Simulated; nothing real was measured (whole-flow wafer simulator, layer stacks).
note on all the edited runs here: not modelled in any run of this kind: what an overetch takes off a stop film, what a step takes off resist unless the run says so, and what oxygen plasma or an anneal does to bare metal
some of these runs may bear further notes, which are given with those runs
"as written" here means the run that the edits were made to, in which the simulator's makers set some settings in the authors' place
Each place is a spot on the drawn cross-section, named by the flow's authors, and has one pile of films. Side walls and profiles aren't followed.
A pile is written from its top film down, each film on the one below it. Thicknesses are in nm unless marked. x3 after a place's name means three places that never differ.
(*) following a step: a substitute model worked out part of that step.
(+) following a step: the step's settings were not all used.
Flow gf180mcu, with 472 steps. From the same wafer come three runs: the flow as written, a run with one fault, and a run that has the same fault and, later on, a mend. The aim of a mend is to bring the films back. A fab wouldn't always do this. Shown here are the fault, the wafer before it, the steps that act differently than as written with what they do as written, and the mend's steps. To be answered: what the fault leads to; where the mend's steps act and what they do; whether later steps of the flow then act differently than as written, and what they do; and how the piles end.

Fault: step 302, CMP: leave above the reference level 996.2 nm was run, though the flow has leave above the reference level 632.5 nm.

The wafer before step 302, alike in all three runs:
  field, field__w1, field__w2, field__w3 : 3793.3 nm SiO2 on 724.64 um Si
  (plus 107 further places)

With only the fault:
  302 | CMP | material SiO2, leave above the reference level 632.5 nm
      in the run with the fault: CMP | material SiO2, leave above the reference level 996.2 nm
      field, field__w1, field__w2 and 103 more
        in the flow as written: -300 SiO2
        in the run with the fault: nothing
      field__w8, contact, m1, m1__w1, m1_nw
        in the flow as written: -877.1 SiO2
        in the run with the fault: -513.4 SiO2
  Later steps of the flow acting differently than as written (not shown: 3 more steps that differ only slightly, by at most 2% or 0.5 nm, whichever is larger):
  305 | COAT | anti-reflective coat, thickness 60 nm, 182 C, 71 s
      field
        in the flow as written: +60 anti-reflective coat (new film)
        in the run with the fault: +85.5 anti-reflective coat (new film)
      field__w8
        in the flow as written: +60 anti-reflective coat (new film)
        in the run with the fault: +26.4 anti-reflective coat (new film)
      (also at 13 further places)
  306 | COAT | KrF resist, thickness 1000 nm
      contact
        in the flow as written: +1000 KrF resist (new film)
        in the run with the fault: +976.4 KrF resist (new film)
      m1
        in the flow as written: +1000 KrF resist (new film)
        in the run with the fault: +973.6 KrF resist (new film)
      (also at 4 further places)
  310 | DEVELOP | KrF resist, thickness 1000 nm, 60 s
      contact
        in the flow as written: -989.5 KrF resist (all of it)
        in the run with the fault: -966.1 KrF resist (all of it)
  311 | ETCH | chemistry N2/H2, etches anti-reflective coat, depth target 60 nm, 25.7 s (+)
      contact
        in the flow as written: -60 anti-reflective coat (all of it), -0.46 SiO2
        in the run with the fault: -30.3 anti-reflective coat (all of it), -1.22 SiO2
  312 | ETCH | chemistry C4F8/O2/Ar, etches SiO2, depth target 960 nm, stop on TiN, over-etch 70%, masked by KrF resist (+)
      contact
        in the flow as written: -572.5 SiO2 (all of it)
        in the run with the fault: -935.4 SiO2 (all of it)
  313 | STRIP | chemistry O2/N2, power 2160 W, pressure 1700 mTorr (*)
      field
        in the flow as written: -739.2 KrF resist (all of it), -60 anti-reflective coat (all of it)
        in the run with the fault: -727.4 KrF resist (all of it), -85.5 anti-reflective coat (all of it)
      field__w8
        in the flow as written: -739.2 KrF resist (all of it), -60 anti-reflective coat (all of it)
        in the run with the fault: -732.1 KrF resist (all of it), -26.4 anti-reflective coat (all of it)
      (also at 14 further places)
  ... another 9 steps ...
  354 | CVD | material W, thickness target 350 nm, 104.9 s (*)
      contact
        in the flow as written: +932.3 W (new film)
        in the run with the fault: +994 W (new film)
  At field, field__w1, field__w2 and 109 more, the piles at the end differ from the flow's by more than 2% or 0.5 nm, whichever is larger.
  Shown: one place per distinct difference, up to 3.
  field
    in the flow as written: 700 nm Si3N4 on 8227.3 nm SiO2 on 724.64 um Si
    in the run with the fault: 700 nm Si3N4 on 8588.6 nm SiO2 on 724.64 um Si
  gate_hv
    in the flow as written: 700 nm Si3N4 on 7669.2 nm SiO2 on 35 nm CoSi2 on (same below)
    in the run with the fault: 700 nm Si3N4 on 8030.5 nm SiO2 on 35 nm CoSi2 on (same below)
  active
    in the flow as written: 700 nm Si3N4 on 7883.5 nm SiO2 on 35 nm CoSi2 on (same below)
    in the run with the fault: 700 nm Si3N4 on 8244.9 nm SiO2 on 35 nm CoSi2 on (same below)

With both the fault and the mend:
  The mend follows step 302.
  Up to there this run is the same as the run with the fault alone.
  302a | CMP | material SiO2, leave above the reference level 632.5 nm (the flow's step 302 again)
      field, field__w1, field__w2 and 103 more
        -300 SiO2
      field__w8, contact, m1, m1__w1, m1_nw
        -363.7 SiO2
  Every later step of the flow that is run acts as written at every place that is followed.
  At every place that both follow, the piles at the end match the flow's.
